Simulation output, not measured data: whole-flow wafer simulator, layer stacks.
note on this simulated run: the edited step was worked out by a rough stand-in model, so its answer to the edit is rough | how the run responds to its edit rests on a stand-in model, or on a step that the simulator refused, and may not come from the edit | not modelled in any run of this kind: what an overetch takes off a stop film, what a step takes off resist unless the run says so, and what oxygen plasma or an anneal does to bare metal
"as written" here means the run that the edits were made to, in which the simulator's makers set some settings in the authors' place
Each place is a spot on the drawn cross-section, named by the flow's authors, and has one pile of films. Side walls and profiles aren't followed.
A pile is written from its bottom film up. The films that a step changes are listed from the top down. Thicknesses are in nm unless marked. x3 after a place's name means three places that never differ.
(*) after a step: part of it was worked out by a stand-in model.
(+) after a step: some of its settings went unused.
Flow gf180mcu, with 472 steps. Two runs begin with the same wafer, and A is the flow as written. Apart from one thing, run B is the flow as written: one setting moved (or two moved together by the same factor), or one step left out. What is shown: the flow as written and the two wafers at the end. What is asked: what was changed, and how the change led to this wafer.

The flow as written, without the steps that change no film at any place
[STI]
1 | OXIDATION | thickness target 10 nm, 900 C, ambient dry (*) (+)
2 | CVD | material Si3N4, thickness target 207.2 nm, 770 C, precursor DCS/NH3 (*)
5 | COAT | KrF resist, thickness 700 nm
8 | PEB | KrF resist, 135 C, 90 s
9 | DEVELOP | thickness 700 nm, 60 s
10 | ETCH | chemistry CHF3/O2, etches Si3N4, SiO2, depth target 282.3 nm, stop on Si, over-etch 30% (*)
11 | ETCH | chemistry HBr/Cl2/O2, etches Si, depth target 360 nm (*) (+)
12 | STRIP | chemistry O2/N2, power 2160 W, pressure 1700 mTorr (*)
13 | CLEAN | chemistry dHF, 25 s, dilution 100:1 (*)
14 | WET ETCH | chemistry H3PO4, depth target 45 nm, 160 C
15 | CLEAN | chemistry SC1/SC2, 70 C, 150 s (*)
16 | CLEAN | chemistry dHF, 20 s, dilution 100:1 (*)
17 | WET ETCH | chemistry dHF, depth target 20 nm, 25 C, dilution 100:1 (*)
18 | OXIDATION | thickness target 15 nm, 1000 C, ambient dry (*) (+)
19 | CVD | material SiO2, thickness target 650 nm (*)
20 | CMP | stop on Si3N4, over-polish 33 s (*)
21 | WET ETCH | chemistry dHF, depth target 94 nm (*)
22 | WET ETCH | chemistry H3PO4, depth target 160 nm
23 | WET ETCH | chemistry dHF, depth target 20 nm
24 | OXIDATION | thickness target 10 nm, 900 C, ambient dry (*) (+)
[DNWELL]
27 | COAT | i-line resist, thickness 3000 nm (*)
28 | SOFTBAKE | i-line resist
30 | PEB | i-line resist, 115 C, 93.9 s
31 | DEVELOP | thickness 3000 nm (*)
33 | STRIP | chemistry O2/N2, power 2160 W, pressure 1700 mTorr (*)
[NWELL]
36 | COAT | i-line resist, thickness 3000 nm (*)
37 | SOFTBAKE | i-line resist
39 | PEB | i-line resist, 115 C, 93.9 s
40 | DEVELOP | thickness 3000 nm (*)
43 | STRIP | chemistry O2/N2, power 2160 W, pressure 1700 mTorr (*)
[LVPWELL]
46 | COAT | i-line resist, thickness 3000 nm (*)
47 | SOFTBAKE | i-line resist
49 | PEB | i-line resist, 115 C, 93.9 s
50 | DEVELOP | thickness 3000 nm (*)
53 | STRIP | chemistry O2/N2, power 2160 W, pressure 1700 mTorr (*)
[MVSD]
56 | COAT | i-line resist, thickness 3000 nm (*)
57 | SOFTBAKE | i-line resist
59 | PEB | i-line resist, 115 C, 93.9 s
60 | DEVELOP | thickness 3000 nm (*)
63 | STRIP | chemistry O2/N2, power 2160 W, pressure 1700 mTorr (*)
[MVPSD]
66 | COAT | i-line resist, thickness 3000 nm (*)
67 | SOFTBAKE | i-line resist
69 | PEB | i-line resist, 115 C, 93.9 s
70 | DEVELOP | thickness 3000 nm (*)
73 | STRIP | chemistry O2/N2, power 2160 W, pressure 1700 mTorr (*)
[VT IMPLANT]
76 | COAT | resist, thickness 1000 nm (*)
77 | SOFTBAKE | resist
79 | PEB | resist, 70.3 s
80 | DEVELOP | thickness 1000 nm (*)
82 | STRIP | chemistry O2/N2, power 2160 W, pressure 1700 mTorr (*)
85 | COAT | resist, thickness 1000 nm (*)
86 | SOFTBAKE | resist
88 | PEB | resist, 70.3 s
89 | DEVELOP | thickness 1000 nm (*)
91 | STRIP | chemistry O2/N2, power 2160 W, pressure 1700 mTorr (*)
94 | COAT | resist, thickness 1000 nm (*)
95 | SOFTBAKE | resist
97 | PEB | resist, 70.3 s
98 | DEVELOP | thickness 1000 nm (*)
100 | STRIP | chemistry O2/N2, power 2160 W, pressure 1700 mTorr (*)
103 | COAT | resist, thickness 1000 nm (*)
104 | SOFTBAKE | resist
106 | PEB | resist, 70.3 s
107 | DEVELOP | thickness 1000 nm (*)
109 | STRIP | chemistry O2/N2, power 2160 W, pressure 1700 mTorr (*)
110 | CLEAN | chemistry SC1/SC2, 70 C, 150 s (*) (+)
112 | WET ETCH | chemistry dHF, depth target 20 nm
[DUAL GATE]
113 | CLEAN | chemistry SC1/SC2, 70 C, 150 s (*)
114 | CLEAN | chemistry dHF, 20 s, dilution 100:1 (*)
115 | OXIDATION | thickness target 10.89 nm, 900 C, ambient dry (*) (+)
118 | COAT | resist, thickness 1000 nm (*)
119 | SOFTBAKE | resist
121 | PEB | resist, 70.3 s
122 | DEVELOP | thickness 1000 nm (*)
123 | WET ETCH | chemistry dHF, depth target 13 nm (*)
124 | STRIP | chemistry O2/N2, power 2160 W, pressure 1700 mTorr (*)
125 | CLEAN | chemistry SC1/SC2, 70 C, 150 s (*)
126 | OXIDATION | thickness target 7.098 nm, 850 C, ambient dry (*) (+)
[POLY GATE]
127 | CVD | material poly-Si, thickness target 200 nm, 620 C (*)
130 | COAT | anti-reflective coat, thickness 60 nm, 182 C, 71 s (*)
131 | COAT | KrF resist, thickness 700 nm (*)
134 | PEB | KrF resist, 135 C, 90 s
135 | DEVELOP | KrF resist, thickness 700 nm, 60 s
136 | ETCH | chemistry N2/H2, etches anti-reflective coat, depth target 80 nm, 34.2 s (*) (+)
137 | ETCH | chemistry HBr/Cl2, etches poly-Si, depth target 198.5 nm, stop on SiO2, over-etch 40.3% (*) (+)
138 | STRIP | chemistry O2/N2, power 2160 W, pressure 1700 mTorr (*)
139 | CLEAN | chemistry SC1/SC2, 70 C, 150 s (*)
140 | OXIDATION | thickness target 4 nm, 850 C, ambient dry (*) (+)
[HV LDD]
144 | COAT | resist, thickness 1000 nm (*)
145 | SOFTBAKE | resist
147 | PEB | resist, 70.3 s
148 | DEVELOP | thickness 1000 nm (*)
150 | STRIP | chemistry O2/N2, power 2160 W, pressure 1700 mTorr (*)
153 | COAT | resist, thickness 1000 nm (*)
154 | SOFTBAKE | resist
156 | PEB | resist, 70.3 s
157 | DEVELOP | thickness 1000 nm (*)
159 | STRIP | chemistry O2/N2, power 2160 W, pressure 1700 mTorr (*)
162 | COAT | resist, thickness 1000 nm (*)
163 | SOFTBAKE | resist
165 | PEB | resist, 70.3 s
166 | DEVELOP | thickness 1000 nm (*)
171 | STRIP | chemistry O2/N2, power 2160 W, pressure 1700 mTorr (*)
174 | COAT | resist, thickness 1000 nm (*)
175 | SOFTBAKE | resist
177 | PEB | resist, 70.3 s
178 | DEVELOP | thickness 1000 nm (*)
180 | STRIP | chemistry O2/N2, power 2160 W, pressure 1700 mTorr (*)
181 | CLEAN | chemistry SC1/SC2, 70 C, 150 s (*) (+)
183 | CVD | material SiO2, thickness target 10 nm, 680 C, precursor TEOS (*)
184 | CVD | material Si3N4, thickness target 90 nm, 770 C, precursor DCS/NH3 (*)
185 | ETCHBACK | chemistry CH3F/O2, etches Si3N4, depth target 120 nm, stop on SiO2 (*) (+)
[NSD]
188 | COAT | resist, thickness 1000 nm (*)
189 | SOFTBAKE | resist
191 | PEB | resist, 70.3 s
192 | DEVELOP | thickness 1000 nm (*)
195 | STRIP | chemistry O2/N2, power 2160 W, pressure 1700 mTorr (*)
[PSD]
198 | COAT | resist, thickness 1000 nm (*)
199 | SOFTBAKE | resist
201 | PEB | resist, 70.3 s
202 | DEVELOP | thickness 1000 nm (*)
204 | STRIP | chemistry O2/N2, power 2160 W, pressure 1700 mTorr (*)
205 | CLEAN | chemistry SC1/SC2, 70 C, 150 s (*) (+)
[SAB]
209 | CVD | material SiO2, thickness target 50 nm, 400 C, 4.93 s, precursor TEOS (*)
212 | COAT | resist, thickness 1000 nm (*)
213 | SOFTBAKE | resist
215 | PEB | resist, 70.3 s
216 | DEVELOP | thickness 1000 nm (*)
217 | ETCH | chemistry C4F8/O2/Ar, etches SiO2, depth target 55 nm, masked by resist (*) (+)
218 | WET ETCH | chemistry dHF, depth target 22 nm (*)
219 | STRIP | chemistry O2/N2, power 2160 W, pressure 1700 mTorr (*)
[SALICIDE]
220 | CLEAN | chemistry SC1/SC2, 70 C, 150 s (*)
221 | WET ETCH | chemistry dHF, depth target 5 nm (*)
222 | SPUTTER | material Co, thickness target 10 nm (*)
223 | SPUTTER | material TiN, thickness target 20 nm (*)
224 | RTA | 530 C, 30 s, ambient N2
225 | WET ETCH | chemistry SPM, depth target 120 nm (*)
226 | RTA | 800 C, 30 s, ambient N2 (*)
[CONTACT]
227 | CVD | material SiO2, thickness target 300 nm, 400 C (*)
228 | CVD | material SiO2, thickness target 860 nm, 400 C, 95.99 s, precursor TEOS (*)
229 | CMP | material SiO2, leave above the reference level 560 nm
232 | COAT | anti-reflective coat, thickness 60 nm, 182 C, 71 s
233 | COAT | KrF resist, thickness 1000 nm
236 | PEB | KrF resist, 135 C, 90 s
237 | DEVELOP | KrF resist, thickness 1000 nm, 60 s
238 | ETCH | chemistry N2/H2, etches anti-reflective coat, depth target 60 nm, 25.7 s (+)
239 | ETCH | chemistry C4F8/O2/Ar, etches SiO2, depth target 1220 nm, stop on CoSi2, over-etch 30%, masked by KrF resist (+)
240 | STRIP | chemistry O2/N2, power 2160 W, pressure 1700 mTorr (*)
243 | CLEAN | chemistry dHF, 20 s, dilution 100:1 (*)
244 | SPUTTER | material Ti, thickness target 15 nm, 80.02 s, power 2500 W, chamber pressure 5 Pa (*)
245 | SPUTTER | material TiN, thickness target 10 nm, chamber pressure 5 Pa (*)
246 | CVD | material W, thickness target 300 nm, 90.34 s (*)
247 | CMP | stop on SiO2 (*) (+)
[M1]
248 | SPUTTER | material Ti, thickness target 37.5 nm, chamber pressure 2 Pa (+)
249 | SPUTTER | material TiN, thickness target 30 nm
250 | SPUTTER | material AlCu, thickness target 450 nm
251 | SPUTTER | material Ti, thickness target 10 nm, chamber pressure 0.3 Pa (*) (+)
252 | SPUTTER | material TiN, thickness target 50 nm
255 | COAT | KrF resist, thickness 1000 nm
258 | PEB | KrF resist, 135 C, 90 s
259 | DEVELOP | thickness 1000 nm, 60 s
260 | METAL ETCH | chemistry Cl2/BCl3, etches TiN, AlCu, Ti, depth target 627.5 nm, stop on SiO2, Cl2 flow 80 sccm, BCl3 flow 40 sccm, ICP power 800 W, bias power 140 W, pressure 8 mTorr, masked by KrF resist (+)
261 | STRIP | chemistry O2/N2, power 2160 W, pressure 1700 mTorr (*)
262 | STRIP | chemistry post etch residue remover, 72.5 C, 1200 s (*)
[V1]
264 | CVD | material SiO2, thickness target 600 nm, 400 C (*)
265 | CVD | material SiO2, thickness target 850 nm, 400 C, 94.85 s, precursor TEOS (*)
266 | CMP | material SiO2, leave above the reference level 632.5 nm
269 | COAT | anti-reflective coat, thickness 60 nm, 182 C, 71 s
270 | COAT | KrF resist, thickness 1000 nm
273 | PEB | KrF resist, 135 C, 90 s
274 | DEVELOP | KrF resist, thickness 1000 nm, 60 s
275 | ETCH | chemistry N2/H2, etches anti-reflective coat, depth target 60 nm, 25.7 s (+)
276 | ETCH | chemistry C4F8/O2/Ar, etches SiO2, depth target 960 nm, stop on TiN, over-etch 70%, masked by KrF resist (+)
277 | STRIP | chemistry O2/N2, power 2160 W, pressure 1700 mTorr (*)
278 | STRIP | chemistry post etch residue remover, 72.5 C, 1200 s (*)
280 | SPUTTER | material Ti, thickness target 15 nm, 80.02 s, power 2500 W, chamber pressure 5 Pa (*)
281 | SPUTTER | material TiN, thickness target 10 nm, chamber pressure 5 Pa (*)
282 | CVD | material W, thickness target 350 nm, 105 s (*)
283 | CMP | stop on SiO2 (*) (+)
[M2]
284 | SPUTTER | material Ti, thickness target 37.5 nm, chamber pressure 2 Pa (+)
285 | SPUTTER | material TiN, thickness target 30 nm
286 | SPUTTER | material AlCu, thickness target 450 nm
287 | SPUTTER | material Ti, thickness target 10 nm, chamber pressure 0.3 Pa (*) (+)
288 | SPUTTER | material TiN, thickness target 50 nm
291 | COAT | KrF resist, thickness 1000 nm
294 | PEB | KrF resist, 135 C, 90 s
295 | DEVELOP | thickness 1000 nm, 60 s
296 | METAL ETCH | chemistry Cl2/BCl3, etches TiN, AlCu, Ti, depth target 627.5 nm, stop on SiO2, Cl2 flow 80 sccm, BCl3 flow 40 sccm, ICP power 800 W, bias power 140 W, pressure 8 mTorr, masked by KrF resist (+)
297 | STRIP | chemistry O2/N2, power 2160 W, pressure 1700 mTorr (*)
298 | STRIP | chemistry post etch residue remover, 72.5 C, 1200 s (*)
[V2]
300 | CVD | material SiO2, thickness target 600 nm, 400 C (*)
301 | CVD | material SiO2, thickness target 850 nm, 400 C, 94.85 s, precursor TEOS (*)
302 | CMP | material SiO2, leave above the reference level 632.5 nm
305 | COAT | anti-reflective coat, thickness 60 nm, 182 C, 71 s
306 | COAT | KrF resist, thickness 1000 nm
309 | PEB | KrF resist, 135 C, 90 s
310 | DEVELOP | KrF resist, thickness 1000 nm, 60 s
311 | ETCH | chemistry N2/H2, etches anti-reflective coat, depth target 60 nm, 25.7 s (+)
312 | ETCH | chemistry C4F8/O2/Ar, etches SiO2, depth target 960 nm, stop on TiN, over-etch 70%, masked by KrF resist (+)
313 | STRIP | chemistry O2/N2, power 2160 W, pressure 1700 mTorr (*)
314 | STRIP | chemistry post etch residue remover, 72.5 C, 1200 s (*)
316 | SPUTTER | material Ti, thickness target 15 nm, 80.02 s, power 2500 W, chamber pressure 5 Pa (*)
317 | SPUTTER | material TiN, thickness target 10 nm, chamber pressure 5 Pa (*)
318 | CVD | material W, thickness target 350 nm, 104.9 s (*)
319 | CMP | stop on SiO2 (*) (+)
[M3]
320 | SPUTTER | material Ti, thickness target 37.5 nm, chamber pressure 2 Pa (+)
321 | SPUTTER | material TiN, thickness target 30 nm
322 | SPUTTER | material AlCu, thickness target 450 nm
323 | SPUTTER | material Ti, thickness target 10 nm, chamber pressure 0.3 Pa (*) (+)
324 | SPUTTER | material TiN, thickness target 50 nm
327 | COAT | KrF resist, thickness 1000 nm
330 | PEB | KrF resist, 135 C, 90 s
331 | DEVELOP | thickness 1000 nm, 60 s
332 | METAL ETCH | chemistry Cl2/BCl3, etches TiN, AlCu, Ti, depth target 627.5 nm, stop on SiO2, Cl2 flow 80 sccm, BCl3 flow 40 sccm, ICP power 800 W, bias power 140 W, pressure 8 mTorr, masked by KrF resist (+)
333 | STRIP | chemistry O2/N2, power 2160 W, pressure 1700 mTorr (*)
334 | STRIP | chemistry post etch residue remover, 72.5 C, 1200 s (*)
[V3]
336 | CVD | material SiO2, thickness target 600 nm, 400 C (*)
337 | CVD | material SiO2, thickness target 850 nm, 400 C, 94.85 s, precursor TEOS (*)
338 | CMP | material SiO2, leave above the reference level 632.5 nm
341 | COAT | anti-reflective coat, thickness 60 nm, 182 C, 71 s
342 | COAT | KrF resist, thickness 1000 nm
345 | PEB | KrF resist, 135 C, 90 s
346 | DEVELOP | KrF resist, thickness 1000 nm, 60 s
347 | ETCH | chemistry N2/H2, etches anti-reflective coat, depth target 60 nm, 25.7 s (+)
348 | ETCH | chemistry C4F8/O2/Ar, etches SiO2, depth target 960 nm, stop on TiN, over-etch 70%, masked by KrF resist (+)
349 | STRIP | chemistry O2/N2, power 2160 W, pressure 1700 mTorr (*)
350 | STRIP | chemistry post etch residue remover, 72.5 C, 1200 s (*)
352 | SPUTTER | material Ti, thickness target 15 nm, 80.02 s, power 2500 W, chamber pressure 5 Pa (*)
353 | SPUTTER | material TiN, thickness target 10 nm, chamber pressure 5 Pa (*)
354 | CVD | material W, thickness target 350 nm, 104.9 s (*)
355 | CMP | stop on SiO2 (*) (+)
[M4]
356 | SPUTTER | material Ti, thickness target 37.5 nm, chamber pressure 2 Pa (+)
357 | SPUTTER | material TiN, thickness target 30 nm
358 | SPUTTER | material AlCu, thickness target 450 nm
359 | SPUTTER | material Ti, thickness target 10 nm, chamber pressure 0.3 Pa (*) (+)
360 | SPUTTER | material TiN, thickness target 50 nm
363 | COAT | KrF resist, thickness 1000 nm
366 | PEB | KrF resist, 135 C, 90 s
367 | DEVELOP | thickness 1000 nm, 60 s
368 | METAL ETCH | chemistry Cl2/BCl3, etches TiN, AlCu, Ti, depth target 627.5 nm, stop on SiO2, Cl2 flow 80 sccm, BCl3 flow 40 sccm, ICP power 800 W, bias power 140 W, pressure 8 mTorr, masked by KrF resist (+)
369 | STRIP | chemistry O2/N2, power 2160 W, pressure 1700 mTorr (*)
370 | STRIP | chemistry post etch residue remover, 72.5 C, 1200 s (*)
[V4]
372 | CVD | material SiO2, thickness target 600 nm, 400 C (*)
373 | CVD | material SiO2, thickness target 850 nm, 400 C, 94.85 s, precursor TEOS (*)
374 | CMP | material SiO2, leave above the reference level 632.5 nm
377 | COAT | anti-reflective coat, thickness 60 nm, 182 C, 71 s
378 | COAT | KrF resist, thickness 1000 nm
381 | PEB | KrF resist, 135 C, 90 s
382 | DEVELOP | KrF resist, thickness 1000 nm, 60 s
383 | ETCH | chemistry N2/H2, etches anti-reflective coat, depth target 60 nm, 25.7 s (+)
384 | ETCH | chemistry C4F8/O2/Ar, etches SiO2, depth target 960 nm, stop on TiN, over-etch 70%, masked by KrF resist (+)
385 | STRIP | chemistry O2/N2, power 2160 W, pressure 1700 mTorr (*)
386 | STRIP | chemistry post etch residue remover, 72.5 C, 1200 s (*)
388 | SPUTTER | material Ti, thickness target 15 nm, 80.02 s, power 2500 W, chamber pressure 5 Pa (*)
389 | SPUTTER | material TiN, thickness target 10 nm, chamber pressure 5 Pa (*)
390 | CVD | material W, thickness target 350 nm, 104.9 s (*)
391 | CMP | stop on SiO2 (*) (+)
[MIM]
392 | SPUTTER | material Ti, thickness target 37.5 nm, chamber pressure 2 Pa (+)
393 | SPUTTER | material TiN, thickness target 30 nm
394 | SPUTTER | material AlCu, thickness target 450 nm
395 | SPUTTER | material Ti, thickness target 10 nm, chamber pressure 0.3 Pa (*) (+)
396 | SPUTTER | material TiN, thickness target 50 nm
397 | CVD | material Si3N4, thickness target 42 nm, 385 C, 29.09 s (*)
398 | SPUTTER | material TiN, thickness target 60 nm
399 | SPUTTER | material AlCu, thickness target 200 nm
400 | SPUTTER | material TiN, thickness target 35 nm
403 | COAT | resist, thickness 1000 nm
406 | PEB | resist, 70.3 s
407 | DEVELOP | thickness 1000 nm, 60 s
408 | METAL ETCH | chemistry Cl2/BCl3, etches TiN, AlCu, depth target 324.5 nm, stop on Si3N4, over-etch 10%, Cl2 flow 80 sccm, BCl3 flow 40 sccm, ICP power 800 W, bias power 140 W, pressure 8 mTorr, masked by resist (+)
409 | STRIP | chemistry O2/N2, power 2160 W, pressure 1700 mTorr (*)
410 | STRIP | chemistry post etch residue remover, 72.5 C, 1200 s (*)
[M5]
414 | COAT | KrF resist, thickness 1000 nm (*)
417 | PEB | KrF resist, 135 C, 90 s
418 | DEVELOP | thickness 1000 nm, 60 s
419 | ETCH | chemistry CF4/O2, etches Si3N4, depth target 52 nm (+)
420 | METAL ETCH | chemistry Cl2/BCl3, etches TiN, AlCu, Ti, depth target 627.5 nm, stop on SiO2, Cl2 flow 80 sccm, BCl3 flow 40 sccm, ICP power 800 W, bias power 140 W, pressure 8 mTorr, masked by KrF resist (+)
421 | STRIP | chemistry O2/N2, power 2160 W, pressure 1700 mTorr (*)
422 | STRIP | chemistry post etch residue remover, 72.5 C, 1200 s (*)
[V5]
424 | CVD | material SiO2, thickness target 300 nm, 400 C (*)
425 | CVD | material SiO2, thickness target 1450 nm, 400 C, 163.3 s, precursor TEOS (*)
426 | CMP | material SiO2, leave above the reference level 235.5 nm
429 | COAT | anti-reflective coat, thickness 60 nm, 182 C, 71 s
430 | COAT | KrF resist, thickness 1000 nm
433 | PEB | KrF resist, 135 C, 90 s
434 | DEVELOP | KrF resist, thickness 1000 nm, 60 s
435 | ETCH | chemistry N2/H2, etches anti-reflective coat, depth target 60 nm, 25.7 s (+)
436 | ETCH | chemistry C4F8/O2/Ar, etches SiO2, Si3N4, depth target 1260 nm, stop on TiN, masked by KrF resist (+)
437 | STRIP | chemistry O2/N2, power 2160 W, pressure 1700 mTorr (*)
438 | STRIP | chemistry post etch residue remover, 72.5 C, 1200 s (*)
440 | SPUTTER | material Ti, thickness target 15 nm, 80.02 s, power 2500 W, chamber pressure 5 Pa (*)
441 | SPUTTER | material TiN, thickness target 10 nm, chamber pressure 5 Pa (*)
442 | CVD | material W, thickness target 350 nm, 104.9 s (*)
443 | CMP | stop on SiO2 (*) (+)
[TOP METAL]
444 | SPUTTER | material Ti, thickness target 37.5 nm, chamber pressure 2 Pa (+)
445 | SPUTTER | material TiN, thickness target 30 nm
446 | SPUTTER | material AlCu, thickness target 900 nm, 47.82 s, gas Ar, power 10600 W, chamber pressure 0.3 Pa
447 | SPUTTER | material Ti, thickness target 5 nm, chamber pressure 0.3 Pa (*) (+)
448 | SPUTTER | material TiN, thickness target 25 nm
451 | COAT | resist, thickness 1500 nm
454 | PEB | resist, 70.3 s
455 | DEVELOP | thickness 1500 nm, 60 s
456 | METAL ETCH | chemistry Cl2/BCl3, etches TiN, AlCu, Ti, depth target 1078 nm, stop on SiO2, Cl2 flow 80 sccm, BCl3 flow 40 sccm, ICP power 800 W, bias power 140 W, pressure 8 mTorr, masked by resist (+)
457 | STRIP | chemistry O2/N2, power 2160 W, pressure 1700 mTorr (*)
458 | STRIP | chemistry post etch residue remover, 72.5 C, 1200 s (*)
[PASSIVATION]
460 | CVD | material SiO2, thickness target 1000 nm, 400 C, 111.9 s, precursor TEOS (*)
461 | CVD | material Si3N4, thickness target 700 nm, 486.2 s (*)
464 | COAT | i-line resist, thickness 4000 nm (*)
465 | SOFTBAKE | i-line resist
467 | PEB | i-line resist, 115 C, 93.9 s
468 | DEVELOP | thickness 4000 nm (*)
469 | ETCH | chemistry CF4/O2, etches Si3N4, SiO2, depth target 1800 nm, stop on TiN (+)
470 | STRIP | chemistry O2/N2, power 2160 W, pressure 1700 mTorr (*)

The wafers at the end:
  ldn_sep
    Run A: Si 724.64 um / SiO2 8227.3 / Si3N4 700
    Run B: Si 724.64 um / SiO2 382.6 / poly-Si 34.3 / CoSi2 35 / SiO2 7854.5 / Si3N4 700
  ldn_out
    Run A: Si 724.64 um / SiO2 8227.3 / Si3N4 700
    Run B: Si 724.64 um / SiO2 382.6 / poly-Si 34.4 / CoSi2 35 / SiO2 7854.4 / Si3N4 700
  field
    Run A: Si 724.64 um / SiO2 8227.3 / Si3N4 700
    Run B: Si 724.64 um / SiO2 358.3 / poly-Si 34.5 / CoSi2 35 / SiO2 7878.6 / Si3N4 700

The reason: step 137, ETCH: depth target 89.3 nm was run, whereas the flow has depth target 198.5 nm.

The path from the change to this, step by step:
  137 | ETCH | chemistry HBr/Cl2, etches poly-Si, depth target 198.5 nm, stop on SiO2, over-etch 40.3% (*) (+)
      field__w3, field__w12, field_sub and 14 more: A -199 poly-Si (all of it), -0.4 SiO2 | B -125.3 poly-Si
      field__w6, sti, m1 and 11 more: A -198.8 poly-Si (all of it), -0.4 SiO2 | B -125.3 poly-Si
      (also at 61 further places)
  138 | STRIP | chemistry O2/N2, power 2160 W, pressure 1700 mTorr (*)
      field, field__w1, field__w2 and 61 more: A nothing | B +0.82 chemical SiO2 (new film), -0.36 poly-Si
      gate: A +0.68 chemical SiO2 (new film), -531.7 KrF resist (all of it), -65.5 anti-reflective coat (all of it), -0.3 poly-Si | B +0.67 chemical SiO2 (new film), -582.7 KrF resist (all of it), -65.5 anti-reflective coat (all of it), -0.3 poly-Si
      (also at 27 further places)
  139 | CLEAN | chemistry SC1/SC2, 70 C, 150 s (*)
      field, field__w1, field__w2 and 34 more: A -0.68 SiO2 | B -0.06 chemical SiO2, -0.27 poly-Si
  140 | OXIDATION | thickness target 4 nm, 850 C, ambient dry (*) (+)
      field, field__w1, field__w2 and 21 more: A +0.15 SiO2, -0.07 Si | B +4 SiO2 (new film), -0.76 chemical SiO2 (all of it), -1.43 poly-Si
      active_hv, active_nat, ld_sd_n and 11 more: A +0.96 SiO2, -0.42 Si | B +4 SiO2 (new film), -0.76 chemical SiO2 (all of it), -1.43 poly-Si
      (also at 26 further places)
  144 | COAT | resist, thickness 1000 nm (*)
      polyc_n, polyc_p: A +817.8 resist (new film) | B +882.7 resist (new film)
      field_sub__w4: A +1047.7 resist (new film) | B +1025.2 resist (new film)
      (also at 30 further places)
  145 | SOFTBAKE | resist
      nw_enc_fld_lv__w3: A +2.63 resist | B -0.21 resist
      field__w1: A +4.19 resist | B +2.34 resist
      (also at 69 further places)
  147 | PEB | resist, 70.3 s
      ld_gate_n, ld_acc_n, ld_gate_p, ld_acc_p: A -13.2 resist | B -14.2 resist
      polyc_n, polyc_n_rim, polyc_p, polyc_p_rim: A -12.2 resist | B -13.5 resist
      (also at 24 further places)
  148 | DEVELOP | thickness 1000 nm (*)
      gate: A -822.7 resist (all of it) | B -886.7 resist (all of it)
      npoly_u: A -821.5 resist (all of it) | B -883.2 resist (all of it)
      (also at 3 further places)
  150 | STRIP | chemistry O2/N2, power 2160 W, pressure 1700 mTorr (*)
      field_sub__w4: A -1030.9 resist (all of it) | B -1008.7 resist (all of it)
      gate_hv: A -824.2 resist (all of it) | B -884.3 resist (all of it)
      (also at 26 further places)
  153 | COAT | resist, thickness 1000 nm (*)
      polyc_n, polyc_p: A +817.8 resist (new film) | B +882.7 resist (new film)
      field_sub__w4: A +1047.7 resist (new film) | B +1025.2 resist (new film)
      (also at 30 further places)
  154 | SOFTBAKE | resist
      nw_enc_fld_lv__w3: A +2.63 resist | B -0.21 resist
      field__w1: A +4.19 resist | B +2.34 resist
      (also at 69 further places)
  156 | PEB | resist, 70.3 s
      ld_gate_n, ld_acc_n, ld_gate_p, ld_acc_p: A -13.2 resist | B -14.2 resist
      polyc_n, polyc_n_rim, polyc_p, polyc_p_rim: A -12.2 resist | B -13.5 resist
      (also at 24 further places)
  157 | DEVELOP | thickness 1000 nm (*)
      gate_p: A -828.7 resist (all of it) | B -890.5 resist (all of it)
      ppoly_u: A -827 resist (all of it) | B -886.6 resist (all of it)
      (also at 3 further places)
  159 | STRIP | chemistry O2/N2, power 2160 W, pressure 1700 mTorr (*)
      field_sub__w4: A -1030.9 resist (all of it) | B -1008.7 resist (all of it)
      gate: A -822.7 resist (all of it) | B -886.7 resist (all of it)
      (also at 26 further places)
  162 | COAT | resist, thickness 1000 nm (*)
      polyc_n, polyc_p: A +817.8 resist (new film) | B +882.7 resist (new film)
      field_sub__w4: A +1047.7 resist (new film) | B +1025.2 resist (new film)
      (also at 30 further places)
  163 | SOFTBAKE | resist
      nw_enc_fld_lv__w3: A +2.63 resist | B -0.21 resist
      field__w1: A +4.19 resist | B +2.34 resist
      (also at 69 further places)
  ... another 36 steps ...
  246 | CVD | material W, thickness target 300 nm, 90.34 s (*)
      polyc_n, polyc_p: A +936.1 W (new film) | B +1015.2 W (new film)
Taking metal films that touch as one body, ldn_sep has 1 body; the flow as written gives 0 bodies.
Taking metal films that touch as one body, ldn_out has 1 body; the flow as written gives 0 bodies.
Taking metal films that touch as one body, field has 1 body; the flow as written gives 0 bodies.
